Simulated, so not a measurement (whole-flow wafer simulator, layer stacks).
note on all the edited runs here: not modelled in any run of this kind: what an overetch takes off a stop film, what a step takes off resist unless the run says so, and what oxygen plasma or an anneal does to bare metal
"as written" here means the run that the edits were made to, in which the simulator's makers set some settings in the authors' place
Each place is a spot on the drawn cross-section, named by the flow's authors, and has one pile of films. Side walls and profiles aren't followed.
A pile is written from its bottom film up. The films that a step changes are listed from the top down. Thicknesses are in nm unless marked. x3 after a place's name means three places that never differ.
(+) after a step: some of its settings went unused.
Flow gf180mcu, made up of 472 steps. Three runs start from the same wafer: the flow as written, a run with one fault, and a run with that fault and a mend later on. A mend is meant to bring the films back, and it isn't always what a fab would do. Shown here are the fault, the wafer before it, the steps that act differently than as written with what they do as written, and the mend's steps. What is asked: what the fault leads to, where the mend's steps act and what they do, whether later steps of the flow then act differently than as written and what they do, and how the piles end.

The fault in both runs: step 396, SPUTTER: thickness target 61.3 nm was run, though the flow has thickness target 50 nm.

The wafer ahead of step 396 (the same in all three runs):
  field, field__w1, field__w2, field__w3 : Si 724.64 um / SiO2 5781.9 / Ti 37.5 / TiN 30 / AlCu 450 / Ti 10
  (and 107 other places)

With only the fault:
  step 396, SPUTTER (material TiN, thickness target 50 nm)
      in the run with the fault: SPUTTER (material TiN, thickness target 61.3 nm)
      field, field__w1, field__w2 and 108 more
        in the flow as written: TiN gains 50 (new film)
        in the run with the fault: TiN gains 61.3 (new film)
  Steps later in the flow that act otherwise than as written (1 more step, not shown, differs only slightly: by at most 2% or 0.5 nm, whichever is larger):
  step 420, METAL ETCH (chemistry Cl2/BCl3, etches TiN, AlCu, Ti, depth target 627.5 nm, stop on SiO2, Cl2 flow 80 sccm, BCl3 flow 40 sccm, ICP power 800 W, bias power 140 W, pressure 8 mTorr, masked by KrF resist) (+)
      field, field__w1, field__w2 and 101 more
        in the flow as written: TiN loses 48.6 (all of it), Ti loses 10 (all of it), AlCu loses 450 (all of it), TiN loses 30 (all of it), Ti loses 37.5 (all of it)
        in the run with the fault: TiN loses 59.9 (all of it), Ti loses 10 (all of it), AlCu loses 450 (all of it), TiN loses 30 (all of it), Ti loses 37.5 (all of it)
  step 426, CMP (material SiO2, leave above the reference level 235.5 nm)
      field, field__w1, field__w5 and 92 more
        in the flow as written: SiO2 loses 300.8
        in the run with the fault: SiO2 loses 289.5
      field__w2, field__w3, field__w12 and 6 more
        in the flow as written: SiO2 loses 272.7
        in the run with the fault: SiO2 loses 260.9
  By the end, the piles at field__w4, field__w8, contact, m1, m1__w1, mim, mim_1p0, m1_nw depart from the flow's by more than 2% or 0.5 nm, whichever is larger.
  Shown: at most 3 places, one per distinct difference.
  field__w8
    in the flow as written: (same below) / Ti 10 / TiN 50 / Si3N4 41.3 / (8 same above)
    in the run with the fault: (same below) / Ti 10 / TiN 61.3 / Si3N4 41.3 / (8 same above)
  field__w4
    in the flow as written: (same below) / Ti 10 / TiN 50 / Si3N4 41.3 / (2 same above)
    in the run with the fault: (same below) / Ti 10 / TiN 61.3 / Si3N4 41.3 / (2 same above)
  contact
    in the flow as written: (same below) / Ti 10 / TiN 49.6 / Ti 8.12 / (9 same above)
    in the run with the fault: (same below) / Ti 10 / TiN 60.9 / Ti 8.12 / (9 same above)

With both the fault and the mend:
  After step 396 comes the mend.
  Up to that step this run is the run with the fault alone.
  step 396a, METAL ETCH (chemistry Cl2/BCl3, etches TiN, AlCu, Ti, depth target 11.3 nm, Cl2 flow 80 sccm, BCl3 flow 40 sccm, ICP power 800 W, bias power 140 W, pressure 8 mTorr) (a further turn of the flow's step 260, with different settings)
      field, field__w1, field__w2 and 108 more
        TiN loses 11.3
  Every later step of the flow that is run acts as written at every place that is followed.
  At every place that both follow, the piles at the end match the flow's.
